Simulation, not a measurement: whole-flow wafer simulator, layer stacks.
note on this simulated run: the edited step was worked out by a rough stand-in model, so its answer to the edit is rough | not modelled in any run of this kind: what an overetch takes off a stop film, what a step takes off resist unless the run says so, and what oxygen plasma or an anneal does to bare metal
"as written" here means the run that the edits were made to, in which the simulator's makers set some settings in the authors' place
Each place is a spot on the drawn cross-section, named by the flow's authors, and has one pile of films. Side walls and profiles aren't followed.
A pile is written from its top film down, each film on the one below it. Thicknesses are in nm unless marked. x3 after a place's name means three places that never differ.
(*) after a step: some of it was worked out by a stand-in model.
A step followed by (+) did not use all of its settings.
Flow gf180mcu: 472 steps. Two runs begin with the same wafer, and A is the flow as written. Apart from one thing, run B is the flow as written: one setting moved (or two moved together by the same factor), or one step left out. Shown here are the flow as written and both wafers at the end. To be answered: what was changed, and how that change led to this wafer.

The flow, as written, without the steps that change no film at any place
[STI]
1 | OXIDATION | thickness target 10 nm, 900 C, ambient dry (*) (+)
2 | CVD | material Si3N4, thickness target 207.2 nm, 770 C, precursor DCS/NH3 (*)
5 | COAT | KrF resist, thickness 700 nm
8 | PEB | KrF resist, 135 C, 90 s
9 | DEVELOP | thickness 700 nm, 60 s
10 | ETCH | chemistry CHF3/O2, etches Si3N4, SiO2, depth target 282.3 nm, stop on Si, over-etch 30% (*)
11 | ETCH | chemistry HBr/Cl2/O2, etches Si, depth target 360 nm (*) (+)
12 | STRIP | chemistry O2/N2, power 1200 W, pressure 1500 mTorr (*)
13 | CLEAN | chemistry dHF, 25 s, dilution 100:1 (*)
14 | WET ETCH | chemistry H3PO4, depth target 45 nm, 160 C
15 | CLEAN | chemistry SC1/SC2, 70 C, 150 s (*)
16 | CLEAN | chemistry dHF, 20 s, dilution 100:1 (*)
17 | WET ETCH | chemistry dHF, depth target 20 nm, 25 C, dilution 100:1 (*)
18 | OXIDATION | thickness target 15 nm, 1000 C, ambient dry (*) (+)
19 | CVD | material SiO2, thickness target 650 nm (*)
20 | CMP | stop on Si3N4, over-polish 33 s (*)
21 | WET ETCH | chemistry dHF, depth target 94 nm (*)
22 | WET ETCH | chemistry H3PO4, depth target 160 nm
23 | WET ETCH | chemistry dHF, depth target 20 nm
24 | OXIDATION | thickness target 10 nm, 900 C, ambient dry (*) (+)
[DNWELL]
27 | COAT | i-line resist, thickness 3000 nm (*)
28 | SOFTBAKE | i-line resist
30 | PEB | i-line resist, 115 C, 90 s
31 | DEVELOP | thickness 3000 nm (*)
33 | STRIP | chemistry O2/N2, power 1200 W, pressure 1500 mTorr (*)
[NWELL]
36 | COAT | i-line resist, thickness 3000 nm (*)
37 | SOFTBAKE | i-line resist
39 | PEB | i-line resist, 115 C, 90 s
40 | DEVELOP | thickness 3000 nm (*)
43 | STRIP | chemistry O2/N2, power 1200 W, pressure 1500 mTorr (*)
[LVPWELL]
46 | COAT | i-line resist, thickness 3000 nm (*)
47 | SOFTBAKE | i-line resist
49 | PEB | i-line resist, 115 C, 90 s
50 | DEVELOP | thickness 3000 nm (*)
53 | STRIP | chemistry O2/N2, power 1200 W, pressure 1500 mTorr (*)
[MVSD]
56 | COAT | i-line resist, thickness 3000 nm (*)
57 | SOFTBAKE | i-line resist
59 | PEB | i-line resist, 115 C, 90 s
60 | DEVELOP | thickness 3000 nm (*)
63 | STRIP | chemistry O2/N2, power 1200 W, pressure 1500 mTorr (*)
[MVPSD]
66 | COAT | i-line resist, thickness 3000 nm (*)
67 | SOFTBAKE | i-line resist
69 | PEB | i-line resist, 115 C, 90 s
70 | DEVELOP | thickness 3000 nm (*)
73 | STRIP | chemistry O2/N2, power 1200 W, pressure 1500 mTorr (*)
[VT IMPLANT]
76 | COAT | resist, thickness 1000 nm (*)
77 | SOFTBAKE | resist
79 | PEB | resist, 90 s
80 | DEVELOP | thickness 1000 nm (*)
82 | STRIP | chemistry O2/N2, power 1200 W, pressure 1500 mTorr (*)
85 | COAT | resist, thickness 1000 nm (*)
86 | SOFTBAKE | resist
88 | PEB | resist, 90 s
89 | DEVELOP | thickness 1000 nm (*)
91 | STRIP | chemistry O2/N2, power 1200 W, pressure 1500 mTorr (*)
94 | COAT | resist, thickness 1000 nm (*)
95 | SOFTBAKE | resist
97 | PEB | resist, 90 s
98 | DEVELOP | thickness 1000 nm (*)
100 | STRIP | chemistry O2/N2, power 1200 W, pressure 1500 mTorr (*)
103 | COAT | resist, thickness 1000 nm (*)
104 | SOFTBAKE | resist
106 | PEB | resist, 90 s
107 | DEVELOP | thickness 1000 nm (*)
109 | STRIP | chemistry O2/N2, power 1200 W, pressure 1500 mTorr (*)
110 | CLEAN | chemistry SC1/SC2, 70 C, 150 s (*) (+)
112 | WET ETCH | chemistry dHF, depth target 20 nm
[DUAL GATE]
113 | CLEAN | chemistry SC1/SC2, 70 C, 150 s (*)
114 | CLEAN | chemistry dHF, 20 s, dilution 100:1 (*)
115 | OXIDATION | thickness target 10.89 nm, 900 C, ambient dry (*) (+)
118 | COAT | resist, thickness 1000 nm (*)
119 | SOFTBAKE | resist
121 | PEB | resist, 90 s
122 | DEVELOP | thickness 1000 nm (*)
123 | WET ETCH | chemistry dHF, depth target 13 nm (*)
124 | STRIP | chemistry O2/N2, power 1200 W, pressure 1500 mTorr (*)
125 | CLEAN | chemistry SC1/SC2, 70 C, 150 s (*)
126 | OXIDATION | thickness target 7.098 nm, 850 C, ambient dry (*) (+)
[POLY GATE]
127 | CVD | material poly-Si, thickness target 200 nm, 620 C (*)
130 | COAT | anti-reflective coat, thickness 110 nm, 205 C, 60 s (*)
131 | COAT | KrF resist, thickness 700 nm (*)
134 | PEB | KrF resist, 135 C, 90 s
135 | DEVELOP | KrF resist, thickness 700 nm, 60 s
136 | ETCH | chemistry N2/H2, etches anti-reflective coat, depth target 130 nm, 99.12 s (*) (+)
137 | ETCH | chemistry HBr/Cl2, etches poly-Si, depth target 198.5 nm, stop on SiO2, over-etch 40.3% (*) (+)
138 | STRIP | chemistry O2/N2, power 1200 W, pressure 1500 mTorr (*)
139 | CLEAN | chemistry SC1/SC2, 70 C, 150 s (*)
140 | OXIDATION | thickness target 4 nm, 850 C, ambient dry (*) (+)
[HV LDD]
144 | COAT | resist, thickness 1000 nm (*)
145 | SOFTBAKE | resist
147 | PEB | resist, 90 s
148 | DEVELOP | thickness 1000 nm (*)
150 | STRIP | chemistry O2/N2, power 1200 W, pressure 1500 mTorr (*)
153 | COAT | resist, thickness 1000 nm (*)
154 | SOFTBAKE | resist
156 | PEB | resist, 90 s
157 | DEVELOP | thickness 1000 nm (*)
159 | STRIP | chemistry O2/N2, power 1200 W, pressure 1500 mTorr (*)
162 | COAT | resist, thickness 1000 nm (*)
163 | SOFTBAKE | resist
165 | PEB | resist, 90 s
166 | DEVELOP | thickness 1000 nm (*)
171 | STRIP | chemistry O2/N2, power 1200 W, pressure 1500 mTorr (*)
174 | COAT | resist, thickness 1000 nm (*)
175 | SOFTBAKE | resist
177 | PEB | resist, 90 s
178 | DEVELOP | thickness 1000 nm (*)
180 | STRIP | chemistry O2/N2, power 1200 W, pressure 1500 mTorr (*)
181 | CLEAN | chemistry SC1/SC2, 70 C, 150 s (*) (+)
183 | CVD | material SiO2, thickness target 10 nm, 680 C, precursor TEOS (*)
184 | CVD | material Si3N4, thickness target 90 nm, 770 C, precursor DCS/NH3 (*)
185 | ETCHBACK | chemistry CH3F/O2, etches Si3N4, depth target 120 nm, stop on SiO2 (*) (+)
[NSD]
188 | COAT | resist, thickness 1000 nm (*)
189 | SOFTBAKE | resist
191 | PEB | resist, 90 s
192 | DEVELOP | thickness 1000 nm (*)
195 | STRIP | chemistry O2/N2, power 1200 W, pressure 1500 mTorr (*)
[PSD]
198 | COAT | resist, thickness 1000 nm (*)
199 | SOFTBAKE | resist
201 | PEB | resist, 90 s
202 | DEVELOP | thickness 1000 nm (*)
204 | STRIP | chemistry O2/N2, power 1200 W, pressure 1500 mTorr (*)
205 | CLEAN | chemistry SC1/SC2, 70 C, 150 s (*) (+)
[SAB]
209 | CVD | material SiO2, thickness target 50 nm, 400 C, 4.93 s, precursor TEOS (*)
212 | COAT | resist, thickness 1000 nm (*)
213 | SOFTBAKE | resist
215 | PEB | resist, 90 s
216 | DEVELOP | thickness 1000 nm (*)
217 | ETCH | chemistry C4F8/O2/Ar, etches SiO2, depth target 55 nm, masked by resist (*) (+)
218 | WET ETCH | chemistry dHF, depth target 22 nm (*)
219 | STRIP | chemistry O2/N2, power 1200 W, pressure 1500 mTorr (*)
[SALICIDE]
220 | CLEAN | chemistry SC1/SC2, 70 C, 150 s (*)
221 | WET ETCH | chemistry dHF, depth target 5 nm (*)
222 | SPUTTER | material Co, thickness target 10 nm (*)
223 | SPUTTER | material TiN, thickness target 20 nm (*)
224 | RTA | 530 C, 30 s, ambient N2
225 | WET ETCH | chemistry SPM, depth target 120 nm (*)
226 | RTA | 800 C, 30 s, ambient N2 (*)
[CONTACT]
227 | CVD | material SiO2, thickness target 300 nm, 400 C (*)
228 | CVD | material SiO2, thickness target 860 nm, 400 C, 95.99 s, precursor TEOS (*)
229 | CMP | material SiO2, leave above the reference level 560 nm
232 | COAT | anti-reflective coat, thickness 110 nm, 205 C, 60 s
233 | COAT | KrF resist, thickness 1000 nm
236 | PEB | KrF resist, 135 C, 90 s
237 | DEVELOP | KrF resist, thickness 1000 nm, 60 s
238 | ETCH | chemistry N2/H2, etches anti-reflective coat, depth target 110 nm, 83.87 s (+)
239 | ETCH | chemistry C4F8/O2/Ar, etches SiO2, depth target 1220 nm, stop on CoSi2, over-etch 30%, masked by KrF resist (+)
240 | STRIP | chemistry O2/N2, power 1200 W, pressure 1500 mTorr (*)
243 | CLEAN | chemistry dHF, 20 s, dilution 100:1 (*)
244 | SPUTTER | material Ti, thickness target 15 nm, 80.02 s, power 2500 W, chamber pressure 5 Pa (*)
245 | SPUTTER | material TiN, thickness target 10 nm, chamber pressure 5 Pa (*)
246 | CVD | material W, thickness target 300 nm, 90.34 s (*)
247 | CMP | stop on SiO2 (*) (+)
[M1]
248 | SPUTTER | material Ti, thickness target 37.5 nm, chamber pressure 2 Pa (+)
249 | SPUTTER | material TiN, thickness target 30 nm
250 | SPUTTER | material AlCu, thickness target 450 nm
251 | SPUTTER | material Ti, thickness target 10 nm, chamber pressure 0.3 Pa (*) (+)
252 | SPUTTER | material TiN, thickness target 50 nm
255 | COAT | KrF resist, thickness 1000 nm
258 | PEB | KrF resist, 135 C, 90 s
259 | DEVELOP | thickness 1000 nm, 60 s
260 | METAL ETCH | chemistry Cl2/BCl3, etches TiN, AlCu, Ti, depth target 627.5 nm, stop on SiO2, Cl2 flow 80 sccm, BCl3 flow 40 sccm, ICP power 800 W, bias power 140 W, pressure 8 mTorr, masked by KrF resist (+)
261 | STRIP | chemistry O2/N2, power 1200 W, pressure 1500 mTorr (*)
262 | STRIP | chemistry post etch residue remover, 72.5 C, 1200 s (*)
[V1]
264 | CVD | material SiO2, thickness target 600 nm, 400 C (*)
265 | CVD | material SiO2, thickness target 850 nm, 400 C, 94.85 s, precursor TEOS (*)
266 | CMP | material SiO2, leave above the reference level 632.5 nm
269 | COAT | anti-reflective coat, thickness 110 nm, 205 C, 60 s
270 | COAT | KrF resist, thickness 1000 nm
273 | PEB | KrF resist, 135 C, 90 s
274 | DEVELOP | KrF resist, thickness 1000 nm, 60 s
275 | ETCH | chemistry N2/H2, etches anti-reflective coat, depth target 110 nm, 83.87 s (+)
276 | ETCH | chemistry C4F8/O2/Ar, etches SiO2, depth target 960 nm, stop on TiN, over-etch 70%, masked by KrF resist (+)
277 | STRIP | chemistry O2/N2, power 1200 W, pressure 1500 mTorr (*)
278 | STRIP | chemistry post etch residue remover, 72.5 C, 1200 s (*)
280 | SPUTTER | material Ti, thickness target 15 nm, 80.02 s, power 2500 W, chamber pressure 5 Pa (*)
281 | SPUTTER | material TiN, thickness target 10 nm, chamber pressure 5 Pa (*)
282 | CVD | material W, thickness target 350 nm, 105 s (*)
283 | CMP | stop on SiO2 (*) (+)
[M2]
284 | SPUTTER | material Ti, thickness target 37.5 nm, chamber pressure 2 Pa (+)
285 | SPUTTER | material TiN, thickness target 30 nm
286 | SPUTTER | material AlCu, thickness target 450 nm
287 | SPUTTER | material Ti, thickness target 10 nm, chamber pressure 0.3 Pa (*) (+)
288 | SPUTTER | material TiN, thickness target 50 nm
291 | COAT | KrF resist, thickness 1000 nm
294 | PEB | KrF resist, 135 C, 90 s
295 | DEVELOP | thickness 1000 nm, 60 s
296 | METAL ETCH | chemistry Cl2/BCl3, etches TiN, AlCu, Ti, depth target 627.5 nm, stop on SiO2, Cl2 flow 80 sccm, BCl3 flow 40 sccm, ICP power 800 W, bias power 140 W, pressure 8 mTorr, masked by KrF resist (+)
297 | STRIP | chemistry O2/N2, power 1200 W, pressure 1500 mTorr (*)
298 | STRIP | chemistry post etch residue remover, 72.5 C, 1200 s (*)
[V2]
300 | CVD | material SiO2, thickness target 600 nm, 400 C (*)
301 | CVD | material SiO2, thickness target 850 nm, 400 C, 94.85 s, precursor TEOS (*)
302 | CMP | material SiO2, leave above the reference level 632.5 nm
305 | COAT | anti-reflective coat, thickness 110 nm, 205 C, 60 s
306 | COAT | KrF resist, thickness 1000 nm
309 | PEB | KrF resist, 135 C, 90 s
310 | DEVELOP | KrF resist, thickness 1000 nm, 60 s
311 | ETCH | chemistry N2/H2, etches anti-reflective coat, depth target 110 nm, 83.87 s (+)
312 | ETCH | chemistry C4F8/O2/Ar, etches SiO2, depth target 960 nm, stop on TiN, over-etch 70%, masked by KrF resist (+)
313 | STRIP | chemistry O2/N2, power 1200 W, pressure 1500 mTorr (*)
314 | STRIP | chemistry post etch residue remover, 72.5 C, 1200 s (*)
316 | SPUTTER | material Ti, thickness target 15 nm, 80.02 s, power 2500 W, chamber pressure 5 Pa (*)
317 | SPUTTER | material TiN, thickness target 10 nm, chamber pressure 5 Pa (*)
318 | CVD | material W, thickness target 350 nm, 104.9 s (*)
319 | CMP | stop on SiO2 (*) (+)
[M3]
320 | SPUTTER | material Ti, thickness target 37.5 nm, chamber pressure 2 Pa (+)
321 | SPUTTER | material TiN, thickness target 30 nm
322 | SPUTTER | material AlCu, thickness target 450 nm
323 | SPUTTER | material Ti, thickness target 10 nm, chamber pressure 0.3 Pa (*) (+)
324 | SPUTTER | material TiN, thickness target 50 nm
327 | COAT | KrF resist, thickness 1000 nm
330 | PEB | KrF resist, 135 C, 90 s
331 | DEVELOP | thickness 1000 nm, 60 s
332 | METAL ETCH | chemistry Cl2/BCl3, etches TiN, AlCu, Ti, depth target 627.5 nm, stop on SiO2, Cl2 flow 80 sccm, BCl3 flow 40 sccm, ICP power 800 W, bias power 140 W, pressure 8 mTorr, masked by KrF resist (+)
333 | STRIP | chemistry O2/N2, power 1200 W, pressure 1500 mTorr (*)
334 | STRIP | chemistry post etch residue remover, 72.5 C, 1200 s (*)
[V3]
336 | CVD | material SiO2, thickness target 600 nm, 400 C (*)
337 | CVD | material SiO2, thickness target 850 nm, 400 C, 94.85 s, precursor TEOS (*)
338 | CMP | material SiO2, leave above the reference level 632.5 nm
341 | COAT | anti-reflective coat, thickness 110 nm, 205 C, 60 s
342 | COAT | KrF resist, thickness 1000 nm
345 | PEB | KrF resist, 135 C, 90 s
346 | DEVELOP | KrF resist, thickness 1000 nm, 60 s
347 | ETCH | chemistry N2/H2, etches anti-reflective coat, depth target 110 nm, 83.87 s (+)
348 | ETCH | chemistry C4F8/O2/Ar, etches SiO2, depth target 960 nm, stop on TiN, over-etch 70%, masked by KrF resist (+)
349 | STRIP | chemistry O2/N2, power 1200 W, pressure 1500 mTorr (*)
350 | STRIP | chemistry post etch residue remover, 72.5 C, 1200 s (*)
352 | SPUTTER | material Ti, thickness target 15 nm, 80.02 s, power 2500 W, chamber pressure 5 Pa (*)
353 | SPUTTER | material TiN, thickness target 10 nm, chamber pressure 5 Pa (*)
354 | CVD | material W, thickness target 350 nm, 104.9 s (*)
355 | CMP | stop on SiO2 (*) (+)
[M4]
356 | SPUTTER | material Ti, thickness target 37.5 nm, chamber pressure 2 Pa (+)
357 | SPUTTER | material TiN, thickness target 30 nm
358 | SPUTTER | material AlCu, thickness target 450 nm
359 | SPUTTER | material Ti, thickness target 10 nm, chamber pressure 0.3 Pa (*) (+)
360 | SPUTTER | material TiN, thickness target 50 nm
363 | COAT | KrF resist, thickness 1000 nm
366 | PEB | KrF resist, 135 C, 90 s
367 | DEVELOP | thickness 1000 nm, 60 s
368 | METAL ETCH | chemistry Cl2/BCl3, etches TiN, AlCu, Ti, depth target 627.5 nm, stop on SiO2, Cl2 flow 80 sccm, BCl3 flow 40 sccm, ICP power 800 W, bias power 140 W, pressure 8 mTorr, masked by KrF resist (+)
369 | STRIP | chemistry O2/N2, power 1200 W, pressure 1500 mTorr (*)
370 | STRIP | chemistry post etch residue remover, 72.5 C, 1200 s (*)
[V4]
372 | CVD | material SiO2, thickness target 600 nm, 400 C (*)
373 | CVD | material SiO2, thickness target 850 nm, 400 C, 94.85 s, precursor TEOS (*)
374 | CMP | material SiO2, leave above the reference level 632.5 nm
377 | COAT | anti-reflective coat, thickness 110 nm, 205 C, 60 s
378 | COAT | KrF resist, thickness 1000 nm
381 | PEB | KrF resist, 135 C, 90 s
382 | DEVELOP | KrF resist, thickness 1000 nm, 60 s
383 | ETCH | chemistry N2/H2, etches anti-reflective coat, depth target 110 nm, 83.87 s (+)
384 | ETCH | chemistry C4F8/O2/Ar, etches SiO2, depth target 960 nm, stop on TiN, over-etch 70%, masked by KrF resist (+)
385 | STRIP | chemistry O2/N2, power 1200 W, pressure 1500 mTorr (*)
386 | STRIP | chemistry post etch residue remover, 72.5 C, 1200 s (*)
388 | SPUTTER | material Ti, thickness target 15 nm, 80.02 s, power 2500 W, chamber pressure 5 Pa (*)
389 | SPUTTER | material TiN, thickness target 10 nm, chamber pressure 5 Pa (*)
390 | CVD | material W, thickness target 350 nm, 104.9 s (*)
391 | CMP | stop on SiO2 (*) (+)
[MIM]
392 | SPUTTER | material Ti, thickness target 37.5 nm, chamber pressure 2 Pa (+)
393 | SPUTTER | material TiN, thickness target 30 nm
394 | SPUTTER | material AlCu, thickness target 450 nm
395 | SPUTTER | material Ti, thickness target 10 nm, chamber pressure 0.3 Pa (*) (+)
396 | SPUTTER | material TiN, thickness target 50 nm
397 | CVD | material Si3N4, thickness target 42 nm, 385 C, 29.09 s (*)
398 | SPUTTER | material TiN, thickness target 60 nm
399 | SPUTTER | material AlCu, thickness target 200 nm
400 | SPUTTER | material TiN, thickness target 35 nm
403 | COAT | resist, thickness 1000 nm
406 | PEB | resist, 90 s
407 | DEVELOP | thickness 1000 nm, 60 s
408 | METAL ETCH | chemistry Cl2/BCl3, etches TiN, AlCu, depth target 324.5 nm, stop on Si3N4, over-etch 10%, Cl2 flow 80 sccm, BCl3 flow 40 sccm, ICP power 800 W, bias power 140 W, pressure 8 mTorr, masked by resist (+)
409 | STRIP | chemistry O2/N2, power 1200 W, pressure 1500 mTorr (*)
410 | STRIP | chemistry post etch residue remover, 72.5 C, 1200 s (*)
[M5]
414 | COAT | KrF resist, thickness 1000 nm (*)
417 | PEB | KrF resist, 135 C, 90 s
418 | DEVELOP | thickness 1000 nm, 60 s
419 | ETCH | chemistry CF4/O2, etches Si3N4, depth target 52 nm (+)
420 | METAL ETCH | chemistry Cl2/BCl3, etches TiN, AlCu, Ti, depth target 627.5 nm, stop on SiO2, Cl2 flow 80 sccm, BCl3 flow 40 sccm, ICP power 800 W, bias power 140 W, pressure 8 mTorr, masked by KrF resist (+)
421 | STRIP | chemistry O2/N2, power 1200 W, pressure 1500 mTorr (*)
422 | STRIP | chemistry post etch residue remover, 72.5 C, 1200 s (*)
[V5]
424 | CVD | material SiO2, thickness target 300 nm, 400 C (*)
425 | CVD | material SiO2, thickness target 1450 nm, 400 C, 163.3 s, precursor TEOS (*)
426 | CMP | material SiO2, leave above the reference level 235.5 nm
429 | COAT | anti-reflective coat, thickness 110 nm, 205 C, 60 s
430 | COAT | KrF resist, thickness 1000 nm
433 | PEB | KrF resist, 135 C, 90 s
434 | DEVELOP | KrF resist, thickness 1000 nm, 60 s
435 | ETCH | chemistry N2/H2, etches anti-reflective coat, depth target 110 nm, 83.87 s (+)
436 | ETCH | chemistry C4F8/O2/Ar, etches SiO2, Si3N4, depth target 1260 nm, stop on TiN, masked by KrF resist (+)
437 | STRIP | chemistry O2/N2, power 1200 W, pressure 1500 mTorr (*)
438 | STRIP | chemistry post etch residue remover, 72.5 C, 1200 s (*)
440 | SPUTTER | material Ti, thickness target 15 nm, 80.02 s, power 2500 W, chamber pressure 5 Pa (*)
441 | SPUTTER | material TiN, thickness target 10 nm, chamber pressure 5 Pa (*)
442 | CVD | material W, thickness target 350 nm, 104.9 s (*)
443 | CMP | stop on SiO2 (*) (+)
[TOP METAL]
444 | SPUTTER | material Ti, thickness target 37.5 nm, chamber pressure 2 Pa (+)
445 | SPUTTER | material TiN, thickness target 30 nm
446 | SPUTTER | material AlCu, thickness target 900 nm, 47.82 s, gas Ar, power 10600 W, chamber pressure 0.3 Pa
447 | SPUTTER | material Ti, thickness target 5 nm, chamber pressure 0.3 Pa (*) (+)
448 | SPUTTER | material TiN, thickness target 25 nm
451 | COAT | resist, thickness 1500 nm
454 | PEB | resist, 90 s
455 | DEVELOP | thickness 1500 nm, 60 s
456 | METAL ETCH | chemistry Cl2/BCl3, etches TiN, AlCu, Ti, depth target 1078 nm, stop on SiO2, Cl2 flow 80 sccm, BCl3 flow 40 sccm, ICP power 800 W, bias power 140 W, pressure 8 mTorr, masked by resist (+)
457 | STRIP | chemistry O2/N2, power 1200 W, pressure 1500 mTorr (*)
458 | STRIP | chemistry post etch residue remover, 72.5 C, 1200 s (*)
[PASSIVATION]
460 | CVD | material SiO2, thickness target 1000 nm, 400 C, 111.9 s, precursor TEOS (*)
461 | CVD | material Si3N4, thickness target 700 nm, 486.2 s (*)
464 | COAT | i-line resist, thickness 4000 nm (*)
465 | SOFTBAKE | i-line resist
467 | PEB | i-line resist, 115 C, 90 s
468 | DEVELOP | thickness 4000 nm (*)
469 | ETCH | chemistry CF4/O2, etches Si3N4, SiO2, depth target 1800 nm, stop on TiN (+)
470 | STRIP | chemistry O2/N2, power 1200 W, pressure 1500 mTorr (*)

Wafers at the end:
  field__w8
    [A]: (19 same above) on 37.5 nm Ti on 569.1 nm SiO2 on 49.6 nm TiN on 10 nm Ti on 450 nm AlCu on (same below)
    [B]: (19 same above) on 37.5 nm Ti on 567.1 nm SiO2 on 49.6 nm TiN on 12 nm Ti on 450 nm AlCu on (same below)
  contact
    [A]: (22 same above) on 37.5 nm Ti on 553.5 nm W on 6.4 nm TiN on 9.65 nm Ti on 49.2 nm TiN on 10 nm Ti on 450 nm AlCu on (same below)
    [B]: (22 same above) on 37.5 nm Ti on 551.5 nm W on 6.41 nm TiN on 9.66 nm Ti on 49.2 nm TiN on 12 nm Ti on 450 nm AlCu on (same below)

What caused this: step 323, SPUTTER: thickness target 12 nm was run, though the flow has thickness target 10 nm.
The wafer itself shows it: field__w8 has Ti 12, and step 323 as written asks for 10 nm.

How this came from the change, step by step:
  323 | SPUTTER | material Ti, thickness target 10 nm, chamber pressure 0.3 Pa (*) (+)
      field, field__w1, field__w2 and 108 more: A +10 Ti (new film) | B +12 Ti (new film)
  332 | METAL ETCH | chemistry Cl2/BCl3, etches TiN, AlCu, Ti, depth target 627.5 nm, stop on SiO2, Cl2 flow 80 sccm, BCl3 flow 40 sccm, ICP power 800 W, bias power 140 W, pressure 8 mTorr, masked by KrF resist (+)
      field, field__w1, field__w2 and 103 more: A -50 TiN (all of it), -10 Ti (all of it), -450 AlCu (all of it), -30 TiN (all of it), -37.5 Ti (all of it) | B -50 TiN (all of it), -12 Ti (all of it), -450 AlCu (all of it), -30 TiN (all of it), -37.5 Ti (all of it)
